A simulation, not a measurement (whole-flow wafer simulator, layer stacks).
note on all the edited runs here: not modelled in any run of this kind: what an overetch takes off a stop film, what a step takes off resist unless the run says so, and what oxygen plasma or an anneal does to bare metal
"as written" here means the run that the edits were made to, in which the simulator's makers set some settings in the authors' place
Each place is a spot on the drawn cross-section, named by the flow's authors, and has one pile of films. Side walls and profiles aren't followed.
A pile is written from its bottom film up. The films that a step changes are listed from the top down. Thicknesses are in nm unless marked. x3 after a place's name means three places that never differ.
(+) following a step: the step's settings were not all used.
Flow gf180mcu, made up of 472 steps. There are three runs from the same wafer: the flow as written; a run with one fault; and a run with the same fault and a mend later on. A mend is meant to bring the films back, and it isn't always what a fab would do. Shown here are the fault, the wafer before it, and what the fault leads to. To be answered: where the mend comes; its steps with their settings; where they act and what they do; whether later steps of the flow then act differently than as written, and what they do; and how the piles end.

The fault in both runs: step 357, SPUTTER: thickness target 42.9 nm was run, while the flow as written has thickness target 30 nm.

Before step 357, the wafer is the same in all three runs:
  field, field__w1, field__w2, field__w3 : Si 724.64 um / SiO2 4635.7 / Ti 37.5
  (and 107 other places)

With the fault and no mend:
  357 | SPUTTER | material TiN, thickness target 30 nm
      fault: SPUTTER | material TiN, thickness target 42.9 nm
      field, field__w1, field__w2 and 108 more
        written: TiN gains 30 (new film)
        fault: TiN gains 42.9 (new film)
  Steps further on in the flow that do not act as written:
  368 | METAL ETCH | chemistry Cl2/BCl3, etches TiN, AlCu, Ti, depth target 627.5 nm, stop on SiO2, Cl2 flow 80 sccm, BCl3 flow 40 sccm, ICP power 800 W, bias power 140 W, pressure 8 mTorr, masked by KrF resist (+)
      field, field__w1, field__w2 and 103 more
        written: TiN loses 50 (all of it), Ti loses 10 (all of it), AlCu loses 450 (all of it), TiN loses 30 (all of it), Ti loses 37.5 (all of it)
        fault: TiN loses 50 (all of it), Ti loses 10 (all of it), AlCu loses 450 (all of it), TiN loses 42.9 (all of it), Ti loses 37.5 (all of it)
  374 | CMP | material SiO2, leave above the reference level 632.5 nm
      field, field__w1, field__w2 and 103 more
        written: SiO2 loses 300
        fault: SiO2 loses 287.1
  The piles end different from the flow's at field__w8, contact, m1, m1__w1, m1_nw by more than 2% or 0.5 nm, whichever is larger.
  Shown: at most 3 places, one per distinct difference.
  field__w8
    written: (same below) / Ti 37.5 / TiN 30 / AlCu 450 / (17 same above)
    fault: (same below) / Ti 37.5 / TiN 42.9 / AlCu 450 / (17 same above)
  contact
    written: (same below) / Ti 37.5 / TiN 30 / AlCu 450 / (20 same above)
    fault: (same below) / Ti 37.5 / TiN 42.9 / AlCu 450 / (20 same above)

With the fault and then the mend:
  The mend stands after step 357.
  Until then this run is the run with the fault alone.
  357a | METAL ETCH | chemistry Cl2/BCl3, etches TiN, AlCu, Ti, depth target 12.9 nm, Cl2 flow 80 sccm, BCl3 flow 40 sccm, ICP power 800 W, bias power 140 W, pressure 8 mTorr (a further turn of the flow's step 260, with different settings)
      field, field__w1, field__w2 and 108 more
        TiN loses 12.9
  Later steps of the flow that are run all act as written at every place that is followed.
  At every place that both follow, the piles at the end match the flow's.
